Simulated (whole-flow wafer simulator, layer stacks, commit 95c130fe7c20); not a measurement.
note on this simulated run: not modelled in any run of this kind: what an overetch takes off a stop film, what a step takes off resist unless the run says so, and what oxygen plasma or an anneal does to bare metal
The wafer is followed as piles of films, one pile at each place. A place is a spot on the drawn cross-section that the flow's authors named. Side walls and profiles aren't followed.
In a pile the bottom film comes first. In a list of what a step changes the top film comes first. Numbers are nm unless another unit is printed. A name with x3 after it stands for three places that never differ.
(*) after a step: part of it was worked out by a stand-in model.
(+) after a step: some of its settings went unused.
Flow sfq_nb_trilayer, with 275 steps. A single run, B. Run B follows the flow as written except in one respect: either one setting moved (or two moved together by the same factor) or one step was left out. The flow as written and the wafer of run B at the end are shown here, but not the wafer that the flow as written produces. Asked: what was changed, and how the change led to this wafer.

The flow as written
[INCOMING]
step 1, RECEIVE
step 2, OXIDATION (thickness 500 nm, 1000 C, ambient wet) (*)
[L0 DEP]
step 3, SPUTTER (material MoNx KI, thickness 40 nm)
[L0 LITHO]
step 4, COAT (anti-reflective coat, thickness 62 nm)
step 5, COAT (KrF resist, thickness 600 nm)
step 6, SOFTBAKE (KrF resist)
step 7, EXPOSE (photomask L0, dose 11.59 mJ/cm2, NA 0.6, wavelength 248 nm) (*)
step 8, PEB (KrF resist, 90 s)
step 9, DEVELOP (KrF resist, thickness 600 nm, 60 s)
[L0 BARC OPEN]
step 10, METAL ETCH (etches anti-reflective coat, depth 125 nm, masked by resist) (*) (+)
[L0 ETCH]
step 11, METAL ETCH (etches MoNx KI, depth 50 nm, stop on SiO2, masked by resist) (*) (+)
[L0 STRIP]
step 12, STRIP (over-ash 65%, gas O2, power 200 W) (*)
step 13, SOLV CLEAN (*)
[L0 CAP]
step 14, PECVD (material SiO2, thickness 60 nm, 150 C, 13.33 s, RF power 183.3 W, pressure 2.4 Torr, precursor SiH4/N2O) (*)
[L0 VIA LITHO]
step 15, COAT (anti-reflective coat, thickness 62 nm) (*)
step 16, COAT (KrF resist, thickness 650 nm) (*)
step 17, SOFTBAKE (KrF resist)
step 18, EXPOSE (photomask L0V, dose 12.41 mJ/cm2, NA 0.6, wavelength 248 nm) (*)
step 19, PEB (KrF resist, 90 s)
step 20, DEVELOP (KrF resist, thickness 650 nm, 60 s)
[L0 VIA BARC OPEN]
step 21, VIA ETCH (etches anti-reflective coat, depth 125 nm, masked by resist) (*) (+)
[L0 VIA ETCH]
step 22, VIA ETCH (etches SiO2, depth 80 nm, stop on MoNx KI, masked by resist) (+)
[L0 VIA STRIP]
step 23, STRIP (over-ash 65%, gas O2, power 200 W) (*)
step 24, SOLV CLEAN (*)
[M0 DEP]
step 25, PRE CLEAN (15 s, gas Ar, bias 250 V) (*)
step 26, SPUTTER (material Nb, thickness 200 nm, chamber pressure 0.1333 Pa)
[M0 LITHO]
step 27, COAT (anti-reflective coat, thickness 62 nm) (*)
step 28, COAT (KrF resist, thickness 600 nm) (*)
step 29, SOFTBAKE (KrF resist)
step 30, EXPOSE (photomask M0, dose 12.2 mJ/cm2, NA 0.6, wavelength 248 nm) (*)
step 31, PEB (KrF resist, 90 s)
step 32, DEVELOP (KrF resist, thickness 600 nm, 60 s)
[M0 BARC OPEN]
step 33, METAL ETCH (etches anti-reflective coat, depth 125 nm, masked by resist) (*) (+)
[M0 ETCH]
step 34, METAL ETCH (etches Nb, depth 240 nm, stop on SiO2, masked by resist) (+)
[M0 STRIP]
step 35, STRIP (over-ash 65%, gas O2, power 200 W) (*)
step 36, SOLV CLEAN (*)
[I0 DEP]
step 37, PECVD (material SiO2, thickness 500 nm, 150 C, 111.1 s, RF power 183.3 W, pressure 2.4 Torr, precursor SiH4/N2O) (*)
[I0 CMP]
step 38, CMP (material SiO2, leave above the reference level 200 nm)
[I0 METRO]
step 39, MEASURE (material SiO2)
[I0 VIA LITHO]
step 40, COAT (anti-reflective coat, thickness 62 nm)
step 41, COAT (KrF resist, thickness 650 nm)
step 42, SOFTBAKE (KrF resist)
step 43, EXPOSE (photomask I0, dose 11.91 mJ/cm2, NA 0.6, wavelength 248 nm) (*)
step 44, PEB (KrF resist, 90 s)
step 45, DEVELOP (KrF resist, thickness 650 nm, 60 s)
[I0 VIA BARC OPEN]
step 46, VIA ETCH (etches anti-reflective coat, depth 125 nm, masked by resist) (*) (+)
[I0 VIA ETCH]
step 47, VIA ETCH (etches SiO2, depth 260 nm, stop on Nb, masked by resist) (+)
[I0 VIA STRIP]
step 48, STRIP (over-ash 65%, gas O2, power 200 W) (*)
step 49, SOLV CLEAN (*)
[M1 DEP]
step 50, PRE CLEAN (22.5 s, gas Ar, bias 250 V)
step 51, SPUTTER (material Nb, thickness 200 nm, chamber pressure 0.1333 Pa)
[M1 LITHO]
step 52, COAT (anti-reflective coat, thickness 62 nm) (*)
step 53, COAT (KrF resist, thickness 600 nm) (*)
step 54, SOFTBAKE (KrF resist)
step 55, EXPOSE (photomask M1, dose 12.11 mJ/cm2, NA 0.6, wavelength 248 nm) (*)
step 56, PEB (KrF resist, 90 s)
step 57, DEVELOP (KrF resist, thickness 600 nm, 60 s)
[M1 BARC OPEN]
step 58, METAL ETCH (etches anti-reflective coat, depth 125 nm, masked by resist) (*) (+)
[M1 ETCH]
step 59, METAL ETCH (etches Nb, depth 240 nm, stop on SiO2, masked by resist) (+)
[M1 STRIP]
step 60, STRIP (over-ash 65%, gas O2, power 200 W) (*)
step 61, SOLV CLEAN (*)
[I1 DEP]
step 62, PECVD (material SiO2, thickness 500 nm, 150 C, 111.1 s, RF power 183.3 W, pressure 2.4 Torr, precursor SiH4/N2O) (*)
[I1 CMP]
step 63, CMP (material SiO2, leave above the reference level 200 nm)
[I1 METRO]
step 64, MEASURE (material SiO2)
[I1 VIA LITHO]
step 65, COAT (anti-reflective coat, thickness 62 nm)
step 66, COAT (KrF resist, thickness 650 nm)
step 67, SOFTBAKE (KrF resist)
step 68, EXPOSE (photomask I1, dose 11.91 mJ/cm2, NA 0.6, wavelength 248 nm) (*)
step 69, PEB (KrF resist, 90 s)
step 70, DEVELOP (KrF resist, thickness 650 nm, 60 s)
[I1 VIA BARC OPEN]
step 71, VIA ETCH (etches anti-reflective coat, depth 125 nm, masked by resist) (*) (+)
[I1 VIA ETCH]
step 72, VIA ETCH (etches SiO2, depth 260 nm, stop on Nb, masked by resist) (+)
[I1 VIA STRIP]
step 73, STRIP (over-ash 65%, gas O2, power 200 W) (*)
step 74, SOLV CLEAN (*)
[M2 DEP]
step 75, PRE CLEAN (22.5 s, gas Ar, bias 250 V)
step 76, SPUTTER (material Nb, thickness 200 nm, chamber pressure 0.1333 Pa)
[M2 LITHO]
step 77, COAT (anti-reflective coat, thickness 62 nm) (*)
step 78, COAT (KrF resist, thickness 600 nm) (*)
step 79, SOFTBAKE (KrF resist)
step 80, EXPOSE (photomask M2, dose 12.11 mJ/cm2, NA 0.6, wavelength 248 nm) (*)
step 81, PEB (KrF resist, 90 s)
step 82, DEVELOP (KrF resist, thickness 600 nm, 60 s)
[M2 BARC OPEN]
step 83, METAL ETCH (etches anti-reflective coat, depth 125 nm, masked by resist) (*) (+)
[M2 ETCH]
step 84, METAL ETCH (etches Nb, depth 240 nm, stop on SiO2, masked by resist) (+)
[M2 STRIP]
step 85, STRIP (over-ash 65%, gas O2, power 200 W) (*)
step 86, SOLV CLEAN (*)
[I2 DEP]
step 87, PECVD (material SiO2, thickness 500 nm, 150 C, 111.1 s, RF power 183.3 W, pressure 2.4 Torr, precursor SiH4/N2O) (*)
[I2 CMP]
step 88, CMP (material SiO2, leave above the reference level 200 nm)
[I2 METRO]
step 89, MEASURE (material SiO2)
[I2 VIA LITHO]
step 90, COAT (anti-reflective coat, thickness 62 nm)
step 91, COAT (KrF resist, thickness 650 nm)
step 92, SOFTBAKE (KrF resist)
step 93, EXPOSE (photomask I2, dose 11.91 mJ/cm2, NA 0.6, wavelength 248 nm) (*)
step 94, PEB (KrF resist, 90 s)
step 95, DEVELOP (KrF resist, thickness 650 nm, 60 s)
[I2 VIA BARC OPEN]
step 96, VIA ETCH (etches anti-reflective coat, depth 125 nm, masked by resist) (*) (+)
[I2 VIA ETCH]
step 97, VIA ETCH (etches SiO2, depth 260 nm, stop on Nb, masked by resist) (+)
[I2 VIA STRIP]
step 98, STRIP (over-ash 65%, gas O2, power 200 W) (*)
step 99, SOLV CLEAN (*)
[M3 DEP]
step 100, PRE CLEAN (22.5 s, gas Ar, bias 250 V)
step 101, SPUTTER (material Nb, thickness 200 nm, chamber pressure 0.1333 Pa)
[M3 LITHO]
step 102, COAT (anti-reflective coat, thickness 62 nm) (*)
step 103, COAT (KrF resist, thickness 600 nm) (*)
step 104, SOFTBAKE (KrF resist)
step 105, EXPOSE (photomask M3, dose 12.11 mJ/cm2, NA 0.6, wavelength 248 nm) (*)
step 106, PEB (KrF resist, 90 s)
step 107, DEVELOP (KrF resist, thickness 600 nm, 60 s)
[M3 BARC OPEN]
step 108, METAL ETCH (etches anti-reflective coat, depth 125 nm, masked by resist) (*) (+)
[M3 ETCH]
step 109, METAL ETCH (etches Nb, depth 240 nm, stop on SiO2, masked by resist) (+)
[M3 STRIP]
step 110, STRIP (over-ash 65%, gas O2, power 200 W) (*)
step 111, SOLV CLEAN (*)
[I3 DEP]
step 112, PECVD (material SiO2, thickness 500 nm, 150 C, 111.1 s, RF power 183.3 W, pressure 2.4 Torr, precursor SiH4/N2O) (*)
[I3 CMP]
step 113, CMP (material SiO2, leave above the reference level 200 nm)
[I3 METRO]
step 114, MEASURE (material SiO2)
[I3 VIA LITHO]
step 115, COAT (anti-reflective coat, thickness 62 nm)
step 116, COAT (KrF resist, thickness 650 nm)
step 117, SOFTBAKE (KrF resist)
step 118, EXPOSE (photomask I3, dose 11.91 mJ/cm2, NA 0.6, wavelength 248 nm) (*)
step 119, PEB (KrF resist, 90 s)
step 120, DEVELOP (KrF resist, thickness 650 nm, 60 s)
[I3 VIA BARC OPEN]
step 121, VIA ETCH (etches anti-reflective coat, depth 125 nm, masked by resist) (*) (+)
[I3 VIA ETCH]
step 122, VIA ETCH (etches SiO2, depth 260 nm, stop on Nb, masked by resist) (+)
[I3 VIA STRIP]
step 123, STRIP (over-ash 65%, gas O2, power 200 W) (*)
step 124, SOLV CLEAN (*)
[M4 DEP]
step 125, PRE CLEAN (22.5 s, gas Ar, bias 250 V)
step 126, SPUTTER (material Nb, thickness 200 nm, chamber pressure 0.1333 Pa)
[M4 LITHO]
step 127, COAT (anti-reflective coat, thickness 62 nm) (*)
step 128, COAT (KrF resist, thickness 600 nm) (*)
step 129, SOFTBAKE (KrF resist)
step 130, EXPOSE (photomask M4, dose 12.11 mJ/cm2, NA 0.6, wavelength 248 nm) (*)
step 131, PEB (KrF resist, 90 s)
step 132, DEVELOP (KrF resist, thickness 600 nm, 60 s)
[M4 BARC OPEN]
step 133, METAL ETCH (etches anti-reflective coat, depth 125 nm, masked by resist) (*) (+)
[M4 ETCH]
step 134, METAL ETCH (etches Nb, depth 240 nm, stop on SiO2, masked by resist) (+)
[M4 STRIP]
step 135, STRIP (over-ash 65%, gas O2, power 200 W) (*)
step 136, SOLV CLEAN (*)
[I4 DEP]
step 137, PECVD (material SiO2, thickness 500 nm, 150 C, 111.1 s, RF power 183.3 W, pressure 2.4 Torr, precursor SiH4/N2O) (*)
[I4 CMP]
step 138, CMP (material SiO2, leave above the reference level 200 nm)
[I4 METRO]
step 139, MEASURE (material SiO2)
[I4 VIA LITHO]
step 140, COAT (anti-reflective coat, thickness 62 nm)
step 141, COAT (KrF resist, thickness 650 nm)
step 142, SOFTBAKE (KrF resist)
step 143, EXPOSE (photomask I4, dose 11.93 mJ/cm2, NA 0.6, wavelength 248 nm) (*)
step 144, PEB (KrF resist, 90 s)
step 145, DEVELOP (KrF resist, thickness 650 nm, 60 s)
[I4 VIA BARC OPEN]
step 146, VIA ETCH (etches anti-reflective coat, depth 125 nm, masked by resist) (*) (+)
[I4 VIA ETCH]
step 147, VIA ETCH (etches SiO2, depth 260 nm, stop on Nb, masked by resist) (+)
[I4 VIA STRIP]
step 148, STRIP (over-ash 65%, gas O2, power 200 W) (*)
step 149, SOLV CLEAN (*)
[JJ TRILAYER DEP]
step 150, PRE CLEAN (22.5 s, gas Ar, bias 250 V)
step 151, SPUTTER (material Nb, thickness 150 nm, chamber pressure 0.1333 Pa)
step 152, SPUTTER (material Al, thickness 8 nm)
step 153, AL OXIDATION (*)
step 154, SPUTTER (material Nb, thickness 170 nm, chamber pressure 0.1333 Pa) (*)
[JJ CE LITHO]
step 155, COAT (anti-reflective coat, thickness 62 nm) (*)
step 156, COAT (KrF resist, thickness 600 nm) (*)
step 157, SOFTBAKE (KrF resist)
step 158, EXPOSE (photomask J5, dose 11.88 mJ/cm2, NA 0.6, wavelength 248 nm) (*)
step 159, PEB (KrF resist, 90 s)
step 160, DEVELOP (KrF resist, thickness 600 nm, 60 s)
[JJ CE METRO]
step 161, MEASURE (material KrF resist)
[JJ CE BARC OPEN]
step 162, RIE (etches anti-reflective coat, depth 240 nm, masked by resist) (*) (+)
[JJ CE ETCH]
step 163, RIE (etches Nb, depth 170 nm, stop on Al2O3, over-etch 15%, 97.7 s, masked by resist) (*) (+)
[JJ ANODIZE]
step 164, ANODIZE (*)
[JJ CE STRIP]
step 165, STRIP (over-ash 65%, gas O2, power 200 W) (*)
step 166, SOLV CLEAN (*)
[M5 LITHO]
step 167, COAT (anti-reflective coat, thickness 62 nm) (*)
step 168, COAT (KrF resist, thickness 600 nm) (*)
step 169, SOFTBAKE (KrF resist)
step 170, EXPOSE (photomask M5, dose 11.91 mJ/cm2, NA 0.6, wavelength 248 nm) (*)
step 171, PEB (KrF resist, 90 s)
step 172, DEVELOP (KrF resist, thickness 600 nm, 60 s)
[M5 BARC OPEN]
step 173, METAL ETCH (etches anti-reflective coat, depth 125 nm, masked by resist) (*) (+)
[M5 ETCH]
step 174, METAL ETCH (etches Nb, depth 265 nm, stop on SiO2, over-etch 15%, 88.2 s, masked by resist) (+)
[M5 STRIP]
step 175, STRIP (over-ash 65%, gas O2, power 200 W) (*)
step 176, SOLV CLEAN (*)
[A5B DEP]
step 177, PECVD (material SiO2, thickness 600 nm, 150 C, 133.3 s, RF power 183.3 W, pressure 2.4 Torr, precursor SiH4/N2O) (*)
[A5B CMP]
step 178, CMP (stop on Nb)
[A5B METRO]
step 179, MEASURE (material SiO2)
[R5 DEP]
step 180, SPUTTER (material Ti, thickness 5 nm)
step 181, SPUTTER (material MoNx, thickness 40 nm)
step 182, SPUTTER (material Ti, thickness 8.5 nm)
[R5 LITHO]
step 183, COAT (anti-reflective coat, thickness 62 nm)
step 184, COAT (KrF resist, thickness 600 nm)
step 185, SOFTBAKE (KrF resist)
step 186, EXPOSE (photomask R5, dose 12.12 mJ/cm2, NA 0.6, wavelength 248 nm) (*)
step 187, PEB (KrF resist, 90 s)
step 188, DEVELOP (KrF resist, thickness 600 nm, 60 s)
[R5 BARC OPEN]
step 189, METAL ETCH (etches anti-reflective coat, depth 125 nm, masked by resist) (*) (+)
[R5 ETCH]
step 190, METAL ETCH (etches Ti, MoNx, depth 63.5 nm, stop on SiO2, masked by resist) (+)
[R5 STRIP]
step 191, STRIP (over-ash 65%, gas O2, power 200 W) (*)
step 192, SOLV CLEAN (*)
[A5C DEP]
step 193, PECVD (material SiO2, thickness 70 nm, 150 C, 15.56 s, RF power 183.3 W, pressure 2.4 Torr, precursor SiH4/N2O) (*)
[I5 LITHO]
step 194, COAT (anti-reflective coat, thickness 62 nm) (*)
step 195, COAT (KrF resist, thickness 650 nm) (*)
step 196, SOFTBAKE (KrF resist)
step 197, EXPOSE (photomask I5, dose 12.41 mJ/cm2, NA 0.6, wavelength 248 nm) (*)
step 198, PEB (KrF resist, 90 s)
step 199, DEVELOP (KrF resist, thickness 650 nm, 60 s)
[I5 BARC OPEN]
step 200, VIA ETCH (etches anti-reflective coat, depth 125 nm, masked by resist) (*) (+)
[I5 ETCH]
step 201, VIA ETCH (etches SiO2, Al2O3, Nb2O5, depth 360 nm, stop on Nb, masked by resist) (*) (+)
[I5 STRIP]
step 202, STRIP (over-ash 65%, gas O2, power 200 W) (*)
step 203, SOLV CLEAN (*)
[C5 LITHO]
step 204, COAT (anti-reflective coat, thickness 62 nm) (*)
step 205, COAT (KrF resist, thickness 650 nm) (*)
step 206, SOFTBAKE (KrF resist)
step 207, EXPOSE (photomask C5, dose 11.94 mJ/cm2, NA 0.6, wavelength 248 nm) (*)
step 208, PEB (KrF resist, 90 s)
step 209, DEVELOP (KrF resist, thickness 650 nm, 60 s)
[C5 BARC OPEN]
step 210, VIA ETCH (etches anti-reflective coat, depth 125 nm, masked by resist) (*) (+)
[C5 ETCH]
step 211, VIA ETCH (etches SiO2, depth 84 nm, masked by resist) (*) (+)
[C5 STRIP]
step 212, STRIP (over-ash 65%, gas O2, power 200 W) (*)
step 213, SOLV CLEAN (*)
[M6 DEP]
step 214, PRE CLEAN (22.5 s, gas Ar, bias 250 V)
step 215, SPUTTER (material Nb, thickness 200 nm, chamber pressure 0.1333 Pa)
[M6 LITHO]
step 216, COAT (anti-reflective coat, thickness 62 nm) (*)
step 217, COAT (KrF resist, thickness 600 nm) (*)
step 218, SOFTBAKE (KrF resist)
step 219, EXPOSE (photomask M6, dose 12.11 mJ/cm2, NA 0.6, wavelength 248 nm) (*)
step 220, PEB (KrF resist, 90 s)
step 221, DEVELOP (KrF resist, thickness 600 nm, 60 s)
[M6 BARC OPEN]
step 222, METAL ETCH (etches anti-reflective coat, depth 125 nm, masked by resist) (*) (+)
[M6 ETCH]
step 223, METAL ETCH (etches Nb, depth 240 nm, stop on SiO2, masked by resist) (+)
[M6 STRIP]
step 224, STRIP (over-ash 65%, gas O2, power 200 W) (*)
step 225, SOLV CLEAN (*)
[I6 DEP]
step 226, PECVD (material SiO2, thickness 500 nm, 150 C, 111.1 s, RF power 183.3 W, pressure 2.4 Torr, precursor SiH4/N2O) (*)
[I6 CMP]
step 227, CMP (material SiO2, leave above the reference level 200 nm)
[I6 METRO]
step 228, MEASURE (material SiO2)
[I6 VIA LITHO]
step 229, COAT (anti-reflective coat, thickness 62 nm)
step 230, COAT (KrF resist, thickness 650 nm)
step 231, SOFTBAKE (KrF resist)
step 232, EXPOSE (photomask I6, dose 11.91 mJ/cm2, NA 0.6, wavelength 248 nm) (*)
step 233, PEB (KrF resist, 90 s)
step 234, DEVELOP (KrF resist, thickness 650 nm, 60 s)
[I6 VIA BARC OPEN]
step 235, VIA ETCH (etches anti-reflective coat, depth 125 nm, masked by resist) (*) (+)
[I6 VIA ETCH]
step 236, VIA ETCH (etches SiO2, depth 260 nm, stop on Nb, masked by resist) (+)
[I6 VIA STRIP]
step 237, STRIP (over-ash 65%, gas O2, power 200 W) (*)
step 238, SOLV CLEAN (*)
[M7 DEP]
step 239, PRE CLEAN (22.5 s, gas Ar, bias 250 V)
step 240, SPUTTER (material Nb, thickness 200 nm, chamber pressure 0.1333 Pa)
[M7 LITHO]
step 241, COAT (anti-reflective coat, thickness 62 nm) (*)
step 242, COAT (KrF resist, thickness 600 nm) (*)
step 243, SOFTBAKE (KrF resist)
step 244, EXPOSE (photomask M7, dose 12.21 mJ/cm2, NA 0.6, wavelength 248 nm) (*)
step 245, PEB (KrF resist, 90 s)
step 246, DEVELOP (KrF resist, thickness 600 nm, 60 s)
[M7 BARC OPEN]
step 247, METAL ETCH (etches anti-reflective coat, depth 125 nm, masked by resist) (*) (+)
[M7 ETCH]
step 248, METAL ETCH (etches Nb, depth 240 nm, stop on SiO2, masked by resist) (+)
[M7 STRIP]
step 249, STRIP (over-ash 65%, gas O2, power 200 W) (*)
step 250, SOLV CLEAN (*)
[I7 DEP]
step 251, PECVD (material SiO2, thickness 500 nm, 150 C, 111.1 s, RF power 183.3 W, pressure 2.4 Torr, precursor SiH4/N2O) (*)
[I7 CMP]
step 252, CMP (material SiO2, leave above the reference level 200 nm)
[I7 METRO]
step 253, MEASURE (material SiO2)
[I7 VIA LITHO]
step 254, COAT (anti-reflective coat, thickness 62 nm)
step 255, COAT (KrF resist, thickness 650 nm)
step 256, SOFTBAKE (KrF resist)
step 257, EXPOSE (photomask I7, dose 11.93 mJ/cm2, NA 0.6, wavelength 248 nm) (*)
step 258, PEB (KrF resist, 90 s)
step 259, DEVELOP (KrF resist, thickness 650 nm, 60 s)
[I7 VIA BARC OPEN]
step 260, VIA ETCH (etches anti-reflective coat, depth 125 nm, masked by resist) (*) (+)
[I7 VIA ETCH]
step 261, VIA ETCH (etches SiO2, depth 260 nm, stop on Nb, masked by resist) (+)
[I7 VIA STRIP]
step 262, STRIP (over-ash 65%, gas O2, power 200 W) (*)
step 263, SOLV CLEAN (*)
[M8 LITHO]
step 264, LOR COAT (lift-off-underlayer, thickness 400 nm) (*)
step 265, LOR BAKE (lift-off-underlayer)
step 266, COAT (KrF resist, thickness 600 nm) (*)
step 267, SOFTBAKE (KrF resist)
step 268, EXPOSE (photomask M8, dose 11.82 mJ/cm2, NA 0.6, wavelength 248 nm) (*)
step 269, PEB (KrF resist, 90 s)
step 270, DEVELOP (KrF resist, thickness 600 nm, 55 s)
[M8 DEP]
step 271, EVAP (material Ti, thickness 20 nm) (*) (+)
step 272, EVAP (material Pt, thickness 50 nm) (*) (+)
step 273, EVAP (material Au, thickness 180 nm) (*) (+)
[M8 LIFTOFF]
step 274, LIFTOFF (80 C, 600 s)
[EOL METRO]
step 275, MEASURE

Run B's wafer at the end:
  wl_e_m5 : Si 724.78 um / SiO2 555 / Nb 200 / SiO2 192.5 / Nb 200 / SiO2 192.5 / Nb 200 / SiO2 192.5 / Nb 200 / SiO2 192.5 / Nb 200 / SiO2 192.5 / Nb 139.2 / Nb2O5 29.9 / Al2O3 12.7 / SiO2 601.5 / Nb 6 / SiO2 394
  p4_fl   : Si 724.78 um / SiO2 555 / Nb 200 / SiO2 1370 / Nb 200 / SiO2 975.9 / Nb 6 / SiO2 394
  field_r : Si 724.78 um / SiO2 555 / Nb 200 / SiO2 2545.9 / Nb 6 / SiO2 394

What caused this: step 248, METAL ETCH: depth 194 nm was run, while the flow as written has depth 240 nm.

Step by step, how the change led to this:
  step 248, METAL ETCH (etches Nb, depth 240 nm, stop on SiO2, masked by resist) (+)
      field_l, field_r, lsp_l and 62 more: Nb loses 194 (it would be, as written: Nb loses 200 (all of it))
      v_sur, via_wl, via_w and 38 more: KrF resist loses 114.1 (it would be, as written: KrF resist loses 141.2)
  step 249, STRIP (over-ash 65%, gas O2, power 200 W) (*)
      wl_j_sl, wl_jj, wl_j_sr and 14 more: KrF resist loses 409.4 (all of it), anti-reflective coat loses 62 (all of it) (it would be, as written: KrF resist loses 382.4 (all of it), anti-reflective coat loses 62 (all of it))
      ln_m5, lsp_m, ln_m6, lsp_r: KrF resist loses 409 (all of it), anti-reflective coat loses 61.8 (all of it) (it would be, as written: KrF resist loses 381.9 (all of it), anti-reflective coat loses 61.8 (all of it))
      (as well as at 20 more places)
  step 251, PECVD (material SiO2, thickness 500 nm, 150 C, 111.1 s, RF power 183.3 W, pressure 2.4 Torr, precursor SiH4/N2O) (*)
      field_l, p4_fl, p4_fm and 56 more: SiO2 gains 500 (new film) (it would be, as written: SiO2 gains 500)
      field_r, lsp_l: SiO2 gains 478.3 (new film) (it would be, as written: SiO2 gains 477.7)
      (as well as at 4 more places)
  step 252, CMP (material SiO2, leave above the reference level 200 nm)
      field_l, p4_fl, p4_fm and 56 more: SiO2 loses 106 (it would be, as written: SiO2 loses 100)
      field_r, lsp_l: SiO2 loses 84.3 (it would be, as written: SiO2 loses 77.7)
      (as well as at 2 more places)
Taking metal films that touch as one body, wl_e_m5 has 7 bodies (between them, from the top down: SiO2 601.5 / Al2O3 12.7 / Nb2O5 29.9; SiO2 192.5; SiO2 192.5; SiO2 192.5; SiO2 192.5; SiO2 192.5); the flow as written gives 6 bodies (between them, from the top down: SiO2 192.5; SiO2 192.5; SiO2 192.5; SiO2 192.5; SiO2 192.5).
Taking metal films that touch as one body, p4_fl has 3 bodies (between them, from the top down: SiO2 975.9; SiO2 1370); the flow as written gives 2 bodies (between them, from the top down: SiO2 1370).
Taking metal films that touch as one body, field_r has 2 bodies (between them, from the top down: SiO2 2545.9); the flow as written gives 1 body.
